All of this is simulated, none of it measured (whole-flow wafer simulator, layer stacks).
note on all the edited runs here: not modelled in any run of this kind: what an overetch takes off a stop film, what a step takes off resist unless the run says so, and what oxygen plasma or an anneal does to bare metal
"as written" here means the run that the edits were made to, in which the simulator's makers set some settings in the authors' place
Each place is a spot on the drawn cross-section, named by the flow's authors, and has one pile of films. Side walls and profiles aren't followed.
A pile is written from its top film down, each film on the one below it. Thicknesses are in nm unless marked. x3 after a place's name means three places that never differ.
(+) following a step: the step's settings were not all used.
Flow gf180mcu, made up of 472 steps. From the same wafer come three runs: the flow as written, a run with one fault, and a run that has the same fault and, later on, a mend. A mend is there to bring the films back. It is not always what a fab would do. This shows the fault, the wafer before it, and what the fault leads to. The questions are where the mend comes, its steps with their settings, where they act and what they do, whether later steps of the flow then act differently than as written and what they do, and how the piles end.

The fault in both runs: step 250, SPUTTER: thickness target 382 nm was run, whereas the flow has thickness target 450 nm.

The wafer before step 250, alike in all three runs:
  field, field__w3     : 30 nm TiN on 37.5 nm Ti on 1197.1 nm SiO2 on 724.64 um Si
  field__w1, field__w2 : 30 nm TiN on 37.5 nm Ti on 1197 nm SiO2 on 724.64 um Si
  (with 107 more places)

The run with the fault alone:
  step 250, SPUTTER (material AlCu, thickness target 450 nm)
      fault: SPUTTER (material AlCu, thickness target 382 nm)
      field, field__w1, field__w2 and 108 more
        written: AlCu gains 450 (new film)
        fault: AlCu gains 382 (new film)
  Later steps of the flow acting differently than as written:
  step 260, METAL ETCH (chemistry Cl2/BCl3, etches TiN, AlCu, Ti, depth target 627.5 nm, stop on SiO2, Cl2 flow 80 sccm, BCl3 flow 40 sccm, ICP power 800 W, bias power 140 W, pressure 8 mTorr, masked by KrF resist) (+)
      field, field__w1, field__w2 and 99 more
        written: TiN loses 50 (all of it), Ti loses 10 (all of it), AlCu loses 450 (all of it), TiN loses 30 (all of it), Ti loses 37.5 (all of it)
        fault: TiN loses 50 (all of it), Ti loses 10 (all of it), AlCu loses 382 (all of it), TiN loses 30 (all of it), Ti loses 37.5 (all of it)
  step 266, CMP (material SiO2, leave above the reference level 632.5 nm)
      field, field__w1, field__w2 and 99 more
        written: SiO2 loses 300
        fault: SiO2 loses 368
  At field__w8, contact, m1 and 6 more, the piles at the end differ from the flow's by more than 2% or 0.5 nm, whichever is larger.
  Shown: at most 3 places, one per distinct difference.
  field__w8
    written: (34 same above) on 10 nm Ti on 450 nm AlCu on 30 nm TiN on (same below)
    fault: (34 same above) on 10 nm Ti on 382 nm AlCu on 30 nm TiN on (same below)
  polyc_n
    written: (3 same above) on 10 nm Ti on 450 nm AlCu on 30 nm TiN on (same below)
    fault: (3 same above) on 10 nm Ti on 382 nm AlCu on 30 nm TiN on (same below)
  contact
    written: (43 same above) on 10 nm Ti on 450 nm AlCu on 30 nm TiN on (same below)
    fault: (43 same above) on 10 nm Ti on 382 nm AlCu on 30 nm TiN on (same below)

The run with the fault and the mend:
  After step 250 comes the mend.
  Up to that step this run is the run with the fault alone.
  step 250a, SPUTTER (material AlCu, thickness target 68 nm) (the flow's step 250 again, with other settings)
      field, field__w1, field__w2 and 108 more
        AlCu gains 68
  None of the later steps of the flow acts differently than as written at any place that is followed.
  The piles end the same as the flow's at every place that both follow.
